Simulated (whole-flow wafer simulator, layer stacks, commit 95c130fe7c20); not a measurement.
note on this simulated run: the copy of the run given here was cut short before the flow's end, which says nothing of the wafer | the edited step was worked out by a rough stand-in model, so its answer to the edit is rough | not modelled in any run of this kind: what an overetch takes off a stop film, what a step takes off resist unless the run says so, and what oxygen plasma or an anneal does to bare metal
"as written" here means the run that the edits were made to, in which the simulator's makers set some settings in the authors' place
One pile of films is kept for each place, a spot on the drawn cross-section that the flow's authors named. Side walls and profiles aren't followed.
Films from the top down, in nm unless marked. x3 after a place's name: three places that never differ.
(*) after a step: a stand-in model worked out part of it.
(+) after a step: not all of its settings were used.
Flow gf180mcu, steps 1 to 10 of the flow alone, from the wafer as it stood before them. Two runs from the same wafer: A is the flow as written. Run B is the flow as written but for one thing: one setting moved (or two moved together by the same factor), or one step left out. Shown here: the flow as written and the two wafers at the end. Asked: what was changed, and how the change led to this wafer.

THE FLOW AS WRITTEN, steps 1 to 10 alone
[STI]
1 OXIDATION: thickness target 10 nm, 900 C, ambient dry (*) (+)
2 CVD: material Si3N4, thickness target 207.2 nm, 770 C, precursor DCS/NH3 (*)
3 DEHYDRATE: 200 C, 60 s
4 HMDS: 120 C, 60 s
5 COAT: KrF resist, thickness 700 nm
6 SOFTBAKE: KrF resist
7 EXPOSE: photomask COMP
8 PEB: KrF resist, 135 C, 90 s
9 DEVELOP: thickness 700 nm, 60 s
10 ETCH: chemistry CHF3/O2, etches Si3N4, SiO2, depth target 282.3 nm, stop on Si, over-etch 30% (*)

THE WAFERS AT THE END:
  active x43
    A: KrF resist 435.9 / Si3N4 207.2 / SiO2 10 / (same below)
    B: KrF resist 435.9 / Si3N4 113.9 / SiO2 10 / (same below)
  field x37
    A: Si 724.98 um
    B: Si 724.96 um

The cause: step 2, CVD: thickness target 113.9 nm was run, where the flow has thickness target 207.2 nm.
It can be read off the wafer: active x43 has Si3N4 113.9, and step 2 as written asks for 207.2 nm.

How the change led to this, step by step:
  2 CVD: material Si3N4, thickness target 207.2 nm, 770 C, precursor DCS/NH3 (*)
      field x37, active x43: A Si3N4 +207.2 (new film) | B Si3N4 +113.9 (new film)
  10 ETCH: chemistry CHF3/O2, etches Si3N4, SiO2, depth target 282.3 nm, stop on Si, over-etch 30% (*)
      field x37: A Si3N4 -207.2 (all of it), SiO2 -10 (all of it), Si -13 | B Si3N4 -113.9 (all of it), SiO2 -10 (all of it), Si -31.7
